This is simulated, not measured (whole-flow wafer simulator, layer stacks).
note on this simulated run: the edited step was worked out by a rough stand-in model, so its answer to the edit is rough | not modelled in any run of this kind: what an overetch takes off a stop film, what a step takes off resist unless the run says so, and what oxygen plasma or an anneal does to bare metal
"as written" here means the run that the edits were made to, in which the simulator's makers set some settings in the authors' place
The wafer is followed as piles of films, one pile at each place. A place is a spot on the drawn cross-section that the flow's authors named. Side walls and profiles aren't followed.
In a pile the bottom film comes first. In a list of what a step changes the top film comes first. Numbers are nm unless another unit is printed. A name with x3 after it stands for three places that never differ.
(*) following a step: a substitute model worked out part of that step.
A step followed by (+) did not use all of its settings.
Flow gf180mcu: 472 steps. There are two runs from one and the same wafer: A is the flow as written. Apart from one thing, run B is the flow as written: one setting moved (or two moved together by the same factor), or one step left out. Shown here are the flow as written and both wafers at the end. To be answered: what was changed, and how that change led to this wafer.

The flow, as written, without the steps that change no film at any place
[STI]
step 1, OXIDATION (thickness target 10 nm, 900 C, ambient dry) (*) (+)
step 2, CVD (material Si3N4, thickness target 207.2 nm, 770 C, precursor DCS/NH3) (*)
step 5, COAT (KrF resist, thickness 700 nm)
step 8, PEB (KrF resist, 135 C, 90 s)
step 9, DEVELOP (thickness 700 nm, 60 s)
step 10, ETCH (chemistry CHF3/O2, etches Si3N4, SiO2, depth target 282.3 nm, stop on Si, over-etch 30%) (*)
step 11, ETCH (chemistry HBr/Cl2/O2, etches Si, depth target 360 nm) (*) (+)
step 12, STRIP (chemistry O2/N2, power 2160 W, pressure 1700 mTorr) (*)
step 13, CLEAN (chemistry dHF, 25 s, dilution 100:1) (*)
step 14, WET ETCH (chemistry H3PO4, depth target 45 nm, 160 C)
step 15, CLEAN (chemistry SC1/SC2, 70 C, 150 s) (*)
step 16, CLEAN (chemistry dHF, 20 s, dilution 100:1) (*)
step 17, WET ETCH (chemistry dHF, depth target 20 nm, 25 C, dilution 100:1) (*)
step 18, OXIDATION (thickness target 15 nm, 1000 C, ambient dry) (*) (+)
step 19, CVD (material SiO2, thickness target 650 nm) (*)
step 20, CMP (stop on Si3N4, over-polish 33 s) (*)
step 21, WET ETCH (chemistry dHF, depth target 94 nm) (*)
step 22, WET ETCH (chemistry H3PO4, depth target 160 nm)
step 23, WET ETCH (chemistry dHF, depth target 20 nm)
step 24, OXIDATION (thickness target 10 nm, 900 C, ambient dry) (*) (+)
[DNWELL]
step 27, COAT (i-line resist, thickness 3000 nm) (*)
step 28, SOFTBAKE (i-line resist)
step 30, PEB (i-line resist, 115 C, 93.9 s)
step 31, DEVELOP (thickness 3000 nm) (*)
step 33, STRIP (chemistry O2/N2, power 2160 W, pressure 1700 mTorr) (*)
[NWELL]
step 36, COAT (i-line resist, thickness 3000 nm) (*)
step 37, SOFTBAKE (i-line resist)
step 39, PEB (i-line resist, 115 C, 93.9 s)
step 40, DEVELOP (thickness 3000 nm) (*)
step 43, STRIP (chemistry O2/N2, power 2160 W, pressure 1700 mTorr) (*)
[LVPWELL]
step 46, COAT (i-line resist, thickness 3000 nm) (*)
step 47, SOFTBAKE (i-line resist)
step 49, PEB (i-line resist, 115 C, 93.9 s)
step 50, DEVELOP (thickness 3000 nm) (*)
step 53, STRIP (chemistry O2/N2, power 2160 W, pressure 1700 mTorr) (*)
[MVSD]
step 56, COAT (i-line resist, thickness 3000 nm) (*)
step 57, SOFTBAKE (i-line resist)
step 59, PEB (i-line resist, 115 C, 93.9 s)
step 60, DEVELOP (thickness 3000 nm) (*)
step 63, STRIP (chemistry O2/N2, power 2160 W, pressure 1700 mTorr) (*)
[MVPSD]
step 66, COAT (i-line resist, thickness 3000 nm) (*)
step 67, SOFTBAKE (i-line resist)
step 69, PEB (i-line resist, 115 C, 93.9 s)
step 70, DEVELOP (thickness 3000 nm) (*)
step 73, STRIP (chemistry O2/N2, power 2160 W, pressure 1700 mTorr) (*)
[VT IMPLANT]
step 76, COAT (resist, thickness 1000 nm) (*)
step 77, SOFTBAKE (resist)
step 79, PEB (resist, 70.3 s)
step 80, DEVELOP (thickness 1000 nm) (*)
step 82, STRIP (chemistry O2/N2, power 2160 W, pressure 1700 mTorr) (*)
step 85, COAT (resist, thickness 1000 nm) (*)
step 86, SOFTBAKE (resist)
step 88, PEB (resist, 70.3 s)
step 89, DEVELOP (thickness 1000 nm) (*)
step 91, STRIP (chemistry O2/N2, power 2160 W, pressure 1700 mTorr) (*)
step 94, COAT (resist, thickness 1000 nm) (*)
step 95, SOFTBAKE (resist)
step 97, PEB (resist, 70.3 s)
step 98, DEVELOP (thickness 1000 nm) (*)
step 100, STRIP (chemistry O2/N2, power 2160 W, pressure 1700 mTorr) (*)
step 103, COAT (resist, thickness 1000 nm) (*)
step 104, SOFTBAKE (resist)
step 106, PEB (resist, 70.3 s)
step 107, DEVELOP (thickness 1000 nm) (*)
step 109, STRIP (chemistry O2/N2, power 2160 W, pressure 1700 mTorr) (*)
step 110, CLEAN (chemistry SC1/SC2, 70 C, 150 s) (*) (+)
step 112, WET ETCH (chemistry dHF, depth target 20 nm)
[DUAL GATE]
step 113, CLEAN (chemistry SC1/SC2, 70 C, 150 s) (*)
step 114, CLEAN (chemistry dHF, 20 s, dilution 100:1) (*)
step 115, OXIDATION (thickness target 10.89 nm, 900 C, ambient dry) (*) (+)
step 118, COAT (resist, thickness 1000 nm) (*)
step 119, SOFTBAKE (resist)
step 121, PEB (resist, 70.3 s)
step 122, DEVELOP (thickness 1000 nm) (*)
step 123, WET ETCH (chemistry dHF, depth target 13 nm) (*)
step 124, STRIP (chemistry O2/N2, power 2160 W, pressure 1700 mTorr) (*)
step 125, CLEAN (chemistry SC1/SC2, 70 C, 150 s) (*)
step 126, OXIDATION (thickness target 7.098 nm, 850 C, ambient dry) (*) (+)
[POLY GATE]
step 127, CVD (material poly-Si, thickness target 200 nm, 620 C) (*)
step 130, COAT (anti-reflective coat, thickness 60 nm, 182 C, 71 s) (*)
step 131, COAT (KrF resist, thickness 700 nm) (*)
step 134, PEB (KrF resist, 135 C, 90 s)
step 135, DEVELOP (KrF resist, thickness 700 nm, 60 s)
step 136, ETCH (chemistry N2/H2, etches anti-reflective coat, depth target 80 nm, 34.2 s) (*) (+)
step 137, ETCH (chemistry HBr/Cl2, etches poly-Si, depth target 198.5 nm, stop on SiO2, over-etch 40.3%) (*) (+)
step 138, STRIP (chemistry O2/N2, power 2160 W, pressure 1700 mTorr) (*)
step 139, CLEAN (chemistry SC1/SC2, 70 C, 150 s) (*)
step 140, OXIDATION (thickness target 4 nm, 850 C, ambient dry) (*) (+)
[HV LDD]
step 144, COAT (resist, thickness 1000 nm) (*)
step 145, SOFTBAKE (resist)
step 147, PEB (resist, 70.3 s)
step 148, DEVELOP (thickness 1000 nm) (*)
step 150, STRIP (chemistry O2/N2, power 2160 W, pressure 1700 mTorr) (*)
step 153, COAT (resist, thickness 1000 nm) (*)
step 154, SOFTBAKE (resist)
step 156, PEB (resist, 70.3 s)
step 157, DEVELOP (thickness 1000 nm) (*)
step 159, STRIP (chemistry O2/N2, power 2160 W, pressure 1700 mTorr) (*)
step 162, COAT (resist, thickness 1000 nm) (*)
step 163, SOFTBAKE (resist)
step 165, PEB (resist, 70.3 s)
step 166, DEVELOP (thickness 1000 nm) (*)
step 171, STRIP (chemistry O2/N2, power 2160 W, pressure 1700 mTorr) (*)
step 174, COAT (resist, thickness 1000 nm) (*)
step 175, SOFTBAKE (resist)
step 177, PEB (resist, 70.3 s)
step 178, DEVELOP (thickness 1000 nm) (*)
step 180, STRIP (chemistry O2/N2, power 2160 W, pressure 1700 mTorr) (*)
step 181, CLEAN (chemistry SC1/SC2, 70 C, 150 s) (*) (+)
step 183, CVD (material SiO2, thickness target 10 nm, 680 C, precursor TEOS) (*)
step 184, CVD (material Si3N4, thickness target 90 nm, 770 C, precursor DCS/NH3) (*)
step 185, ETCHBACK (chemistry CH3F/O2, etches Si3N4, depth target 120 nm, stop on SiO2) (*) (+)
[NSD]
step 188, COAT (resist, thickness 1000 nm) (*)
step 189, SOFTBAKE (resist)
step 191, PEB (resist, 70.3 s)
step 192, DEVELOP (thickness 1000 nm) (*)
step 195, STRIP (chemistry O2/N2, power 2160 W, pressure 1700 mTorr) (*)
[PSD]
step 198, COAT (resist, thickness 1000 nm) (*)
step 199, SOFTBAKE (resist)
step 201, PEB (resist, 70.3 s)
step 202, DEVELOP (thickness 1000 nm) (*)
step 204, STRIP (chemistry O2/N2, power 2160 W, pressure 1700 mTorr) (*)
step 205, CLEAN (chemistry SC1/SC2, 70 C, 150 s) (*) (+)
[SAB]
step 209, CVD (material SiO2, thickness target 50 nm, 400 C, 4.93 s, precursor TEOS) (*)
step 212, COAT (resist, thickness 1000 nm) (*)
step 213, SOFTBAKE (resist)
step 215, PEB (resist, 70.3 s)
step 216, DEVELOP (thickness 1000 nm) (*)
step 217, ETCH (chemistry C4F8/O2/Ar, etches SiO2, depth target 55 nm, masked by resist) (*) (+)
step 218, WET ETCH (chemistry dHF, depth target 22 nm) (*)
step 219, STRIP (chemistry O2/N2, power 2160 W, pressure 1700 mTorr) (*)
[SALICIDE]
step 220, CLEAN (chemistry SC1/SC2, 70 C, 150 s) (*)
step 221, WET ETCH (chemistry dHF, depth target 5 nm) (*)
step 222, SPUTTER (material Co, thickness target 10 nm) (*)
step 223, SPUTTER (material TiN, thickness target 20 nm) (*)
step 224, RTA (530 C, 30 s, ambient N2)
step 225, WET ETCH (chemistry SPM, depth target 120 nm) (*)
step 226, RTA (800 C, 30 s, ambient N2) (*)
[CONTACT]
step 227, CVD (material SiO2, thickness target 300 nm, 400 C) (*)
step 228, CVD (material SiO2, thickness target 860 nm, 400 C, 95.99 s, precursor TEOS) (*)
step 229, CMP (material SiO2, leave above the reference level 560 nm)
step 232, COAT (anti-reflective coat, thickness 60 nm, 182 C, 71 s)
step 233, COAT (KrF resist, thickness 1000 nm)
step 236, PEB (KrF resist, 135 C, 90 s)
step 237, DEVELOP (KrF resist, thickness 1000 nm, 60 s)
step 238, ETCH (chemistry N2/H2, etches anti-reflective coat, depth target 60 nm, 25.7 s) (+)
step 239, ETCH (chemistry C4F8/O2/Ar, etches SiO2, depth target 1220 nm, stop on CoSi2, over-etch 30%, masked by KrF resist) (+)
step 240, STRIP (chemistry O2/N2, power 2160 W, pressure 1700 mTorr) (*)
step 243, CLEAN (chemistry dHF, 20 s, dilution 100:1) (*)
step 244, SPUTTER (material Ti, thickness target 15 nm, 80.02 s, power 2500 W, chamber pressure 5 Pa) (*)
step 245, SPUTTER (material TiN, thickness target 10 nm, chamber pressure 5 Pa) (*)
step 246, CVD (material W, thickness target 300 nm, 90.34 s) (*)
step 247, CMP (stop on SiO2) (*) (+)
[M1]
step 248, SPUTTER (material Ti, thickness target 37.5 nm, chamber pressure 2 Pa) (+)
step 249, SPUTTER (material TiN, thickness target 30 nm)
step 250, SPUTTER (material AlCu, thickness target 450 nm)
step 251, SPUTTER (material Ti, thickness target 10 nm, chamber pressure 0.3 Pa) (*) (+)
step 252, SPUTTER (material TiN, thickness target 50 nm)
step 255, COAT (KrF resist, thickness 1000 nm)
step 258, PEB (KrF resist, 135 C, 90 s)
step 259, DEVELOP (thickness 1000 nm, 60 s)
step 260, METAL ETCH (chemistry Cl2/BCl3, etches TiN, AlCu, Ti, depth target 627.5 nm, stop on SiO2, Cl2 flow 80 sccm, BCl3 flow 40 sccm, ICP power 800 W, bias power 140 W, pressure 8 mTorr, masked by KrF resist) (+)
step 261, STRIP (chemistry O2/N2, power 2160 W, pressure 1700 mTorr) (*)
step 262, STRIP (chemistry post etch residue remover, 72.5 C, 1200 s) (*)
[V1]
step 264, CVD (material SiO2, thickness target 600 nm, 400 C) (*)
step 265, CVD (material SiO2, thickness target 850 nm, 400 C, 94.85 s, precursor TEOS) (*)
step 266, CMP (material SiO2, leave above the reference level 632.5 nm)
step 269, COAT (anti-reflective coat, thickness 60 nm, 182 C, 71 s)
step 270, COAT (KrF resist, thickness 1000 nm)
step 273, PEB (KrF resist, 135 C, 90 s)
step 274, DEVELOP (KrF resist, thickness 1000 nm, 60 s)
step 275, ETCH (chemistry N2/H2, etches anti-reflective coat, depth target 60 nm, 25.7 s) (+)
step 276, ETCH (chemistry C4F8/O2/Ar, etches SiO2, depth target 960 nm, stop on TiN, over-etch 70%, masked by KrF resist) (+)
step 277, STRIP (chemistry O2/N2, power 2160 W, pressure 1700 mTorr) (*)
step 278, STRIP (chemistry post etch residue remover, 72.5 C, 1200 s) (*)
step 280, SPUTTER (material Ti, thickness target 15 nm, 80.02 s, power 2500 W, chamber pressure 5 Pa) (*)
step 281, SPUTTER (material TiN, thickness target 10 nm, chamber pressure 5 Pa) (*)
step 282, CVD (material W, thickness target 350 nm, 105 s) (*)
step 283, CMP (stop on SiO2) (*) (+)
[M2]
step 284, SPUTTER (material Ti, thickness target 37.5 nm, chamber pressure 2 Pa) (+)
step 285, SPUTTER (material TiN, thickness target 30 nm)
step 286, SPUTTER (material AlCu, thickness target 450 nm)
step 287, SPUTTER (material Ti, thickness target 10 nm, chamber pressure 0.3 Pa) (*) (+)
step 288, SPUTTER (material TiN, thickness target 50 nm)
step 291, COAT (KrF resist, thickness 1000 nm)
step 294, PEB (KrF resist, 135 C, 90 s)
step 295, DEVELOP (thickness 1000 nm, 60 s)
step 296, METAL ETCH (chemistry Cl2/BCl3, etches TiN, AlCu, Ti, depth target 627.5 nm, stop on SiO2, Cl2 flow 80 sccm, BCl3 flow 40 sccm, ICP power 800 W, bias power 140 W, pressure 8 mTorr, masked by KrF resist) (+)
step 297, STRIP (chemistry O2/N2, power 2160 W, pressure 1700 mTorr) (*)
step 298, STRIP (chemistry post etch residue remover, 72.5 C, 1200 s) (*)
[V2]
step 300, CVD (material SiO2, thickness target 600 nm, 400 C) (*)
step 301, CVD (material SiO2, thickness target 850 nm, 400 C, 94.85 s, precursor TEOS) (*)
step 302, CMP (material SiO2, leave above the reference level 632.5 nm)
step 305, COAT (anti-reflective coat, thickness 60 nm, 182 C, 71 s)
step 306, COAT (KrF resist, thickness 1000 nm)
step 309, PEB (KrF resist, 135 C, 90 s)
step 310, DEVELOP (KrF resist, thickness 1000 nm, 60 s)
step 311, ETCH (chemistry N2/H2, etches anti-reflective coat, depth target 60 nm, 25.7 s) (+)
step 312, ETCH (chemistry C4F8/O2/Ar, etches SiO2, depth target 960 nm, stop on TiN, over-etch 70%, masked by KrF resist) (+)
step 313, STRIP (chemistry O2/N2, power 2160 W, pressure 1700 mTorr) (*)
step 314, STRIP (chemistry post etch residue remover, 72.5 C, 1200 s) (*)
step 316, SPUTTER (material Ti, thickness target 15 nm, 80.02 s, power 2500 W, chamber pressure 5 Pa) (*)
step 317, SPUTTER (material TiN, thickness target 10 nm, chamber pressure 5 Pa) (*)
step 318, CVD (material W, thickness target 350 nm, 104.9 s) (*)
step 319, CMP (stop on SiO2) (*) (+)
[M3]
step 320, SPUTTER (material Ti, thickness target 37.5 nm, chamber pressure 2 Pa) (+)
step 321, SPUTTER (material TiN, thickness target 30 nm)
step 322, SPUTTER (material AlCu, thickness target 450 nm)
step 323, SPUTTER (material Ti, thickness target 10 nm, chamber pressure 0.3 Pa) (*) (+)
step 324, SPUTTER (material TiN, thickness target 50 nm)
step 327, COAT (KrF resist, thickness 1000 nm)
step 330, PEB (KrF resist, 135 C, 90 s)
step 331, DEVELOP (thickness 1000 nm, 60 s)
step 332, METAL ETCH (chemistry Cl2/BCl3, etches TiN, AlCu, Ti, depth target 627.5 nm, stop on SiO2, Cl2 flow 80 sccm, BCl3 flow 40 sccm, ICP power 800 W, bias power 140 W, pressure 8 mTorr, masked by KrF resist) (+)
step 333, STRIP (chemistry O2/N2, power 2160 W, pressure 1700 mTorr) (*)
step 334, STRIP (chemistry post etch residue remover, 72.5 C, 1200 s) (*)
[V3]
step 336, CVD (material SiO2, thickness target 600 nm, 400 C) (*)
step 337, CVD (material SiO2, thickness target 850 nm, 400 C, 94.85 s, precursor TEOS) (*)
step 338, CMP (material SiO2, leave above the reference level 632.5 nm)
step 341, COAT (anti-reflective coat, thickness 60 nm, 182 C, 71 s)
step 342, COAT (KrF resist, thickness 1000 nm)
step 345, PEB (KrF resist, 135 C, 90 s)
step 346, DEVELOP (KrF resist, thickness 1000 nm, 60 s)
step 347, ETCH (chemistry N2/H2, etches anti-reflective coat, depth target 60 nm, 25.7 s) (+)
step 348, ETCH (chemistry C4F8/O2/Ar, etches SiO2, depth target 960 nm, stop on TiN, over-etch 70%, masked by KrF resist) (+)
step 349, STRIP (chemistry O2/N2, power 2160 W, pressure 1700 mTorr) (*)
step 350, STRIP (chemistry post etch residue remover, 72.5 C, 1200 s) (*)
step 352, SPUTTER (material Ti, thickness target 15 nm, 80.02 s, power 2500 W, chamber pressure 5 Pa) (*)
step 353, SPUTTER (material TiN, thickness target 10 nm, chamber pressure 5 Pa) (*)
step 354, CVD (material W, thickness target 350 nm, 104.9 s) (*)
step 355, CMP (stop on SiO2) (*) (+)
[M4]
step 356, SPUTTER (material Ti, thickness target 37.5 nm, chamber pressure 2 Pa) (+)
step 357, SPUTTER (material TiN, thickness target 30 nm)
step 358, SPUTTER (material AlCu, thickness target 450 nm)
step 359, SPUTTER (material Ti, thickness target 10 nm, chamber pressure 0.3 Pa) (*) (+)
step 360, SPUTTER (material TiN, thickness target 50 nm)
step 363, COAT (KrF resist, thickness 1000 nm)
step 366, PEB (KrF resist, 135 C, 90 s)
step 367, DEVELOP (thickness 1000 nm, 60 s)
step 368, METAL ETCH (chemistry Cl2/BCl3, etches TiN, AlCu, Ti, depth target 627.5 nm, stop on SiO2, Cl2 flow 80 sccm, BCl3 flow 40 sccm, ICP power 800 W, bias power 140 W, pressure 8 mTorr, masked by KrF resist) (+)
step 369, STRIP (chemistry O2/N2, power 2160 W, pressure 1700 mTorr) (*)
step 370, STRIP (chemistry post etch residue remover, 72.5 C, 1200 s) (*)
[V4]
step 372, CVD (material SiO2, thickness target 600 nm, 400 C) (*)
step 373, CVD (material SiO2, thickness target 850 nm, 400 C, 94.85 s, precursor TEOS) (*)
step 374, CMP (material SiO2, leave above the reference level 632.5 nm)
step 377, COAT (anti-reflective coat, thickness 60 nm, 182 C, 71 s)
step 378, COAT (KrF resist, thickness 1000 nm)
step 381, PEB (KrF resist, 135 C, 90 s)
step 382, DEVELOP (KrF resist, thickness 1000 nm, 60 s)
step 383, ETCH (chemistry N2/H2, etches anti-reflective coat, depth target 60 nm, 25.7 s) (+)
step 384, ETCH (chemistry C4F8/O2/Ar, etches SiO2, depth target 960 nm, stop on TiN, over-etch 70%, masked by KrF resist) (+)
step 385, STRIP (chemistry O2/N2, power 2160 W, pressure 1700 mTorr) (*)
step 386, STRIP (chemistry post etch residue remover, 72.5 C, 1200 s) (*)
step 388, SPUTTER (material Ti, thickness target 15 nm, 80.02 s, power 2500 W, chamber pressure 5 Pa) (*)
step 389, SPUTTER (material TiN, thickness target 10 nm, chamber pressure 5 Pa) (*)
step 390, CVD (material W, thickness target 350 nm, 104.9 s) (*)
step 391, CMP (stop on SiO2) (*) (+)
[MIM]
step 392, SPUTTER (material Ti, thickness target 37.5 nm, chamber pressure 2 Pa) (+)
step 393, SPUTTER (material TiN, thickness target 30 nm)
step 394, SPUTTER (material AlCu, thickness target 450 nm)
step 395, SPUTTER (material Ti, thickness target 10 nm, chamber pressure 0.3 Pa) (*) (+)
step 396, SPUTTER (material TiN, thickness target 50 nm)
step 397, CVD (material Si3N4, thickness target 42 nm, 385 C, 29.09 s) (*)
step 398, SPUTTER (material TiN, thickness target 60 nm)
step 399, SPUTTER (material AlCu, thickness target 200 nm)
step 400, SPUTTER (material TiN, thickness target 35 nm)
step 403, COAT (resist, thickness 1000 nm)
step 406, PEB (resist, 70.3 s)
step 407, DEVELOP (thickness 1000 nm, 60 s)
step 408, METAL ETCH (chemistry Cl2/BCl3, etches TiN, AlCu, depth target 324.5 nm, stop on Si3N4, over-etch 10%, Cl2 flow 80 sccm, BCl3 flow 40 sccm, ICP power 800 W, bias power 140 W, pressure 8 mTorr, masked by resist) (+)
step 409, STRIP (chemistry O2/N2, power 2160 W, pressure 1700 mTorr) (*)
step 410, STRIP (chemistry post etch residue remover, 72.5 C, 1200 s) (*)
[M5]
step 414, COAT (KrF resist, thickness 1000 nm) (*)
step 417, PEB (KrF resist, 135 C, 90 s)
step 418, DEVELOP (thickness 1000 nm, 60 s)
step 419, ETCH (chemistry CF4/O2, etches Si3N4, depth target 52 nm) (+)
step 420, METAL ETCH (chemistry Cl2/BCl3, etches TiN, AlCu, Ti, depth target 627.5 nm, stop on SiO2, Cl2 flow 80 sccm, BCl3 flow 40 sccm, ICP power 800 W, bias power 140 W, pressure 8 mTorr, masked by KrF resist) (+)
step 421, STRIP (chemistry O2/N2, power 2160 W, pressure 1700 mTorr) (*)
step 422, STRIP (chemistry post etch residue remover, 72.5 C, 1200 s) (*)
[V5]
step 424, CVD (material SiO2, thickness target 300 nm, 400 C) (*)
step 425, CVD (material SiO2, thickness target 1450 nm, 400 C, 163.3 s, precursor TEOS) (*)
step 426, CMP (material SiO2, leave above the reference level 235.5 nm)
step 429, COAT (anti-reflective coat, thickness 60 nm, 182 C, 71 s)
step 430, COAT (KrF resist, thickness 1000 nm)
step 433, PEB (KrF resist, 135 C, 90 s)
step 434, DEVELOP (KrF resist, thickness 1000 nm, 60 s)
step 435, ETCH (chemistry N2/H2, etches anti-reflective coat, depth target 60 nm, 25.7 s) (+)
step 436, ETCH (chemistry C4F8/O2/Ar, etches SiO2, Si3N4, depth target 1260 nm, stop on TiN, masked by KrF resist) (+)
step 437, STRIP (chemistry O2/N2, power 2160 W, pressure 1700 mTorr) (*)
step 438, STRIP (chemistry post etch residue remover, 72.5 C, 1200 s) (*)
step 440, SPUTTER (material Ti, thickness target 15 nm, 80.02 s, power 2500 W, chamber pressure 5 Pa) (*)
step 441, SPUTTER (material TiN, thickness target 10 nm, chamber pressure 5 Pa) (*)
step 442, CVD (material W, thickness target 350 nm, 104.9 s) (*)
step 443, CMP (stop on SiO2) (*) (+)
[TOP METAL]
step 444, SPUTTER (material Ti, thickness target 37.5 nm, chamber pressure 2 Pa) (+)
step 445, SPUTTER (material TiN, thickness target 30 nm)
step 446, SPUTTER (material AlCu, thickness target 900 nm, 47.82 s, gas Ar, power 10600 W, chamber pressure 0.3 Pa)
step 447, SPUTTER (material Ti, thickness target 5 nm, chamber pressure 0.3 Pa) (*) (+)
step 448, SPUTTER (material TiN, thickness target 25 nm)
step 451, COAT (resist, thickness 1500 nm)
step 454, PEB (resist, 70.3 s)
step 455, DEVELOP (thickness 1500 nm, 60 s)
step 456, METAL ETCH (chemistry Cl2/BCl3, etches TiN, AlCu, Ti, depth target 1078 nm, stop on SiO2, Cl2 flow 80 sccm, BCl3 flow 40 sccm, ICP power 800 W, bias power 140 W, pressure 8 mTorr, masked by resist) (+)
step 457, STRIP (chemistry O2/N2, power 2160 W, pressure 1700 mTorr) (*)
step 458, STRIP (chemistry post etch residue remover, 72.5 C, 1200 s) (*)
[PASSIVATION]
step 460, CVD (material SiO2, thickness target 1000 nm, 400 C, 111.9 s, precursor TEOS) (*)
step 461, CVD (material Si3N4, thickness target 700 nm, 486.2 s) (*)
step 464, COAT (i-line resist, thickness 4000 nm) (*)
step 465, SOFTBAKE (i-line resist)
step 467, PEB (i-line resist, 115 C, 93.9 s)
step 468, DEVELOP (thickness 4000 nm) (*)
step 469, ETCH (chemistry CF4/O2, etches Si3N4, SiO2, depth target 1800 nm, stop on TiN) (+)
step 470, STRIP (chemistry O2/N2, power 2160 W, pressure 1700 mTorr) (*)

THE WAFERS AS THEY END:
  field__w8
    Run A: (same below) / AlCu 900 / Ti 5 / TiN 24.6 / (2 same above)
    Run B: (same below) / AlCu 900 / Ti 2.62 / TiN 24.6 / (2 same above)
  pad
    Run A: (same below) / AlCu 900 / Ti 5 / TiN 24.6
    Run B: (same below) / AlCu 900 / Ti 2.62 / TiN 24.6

The reason: step 447, SPUTTER: thickness target 2.62 nm was run, though the flow has thickness target 5 nm.
The wafer lets one read it off: field__w8 has Ti 2.62, and step 447 as written asks for 5 nm.

The path from the change to this, step by step:
  step 447, SPUTTER (material Ti, thickness target 5 nm, chamber pressure 0.3 Pa) (*) (+)
      field, field__w1, field__w2 and 109 more: A +5 Ti (new film) | B +2.62 Ti (new film)
  step 456, METAL ETCH (chemistry Cl2/BCl3, etches TiN, AlCu, Ti, depth target 1078 nm, stop on SiO2, Cl2 flow 80 sccm, BCl3 flow 40 sccm, ICP power 800 W, bias power 140 W, pressure 8 mTorr, masked by resist) (+)
      field, field__w1, field__w2 and 103 more: A -25 TiN (all of it), -5 Ti (all of it), -900 AlCu (all of it), -30 TiN (all of it), -37.5 Ti (all of it) | B -25 TiN (all of it), -2.62 Ti (all of it), -900 AlCu (all of it), -30 TiN (all of it), -37.5 Ti (all of it)
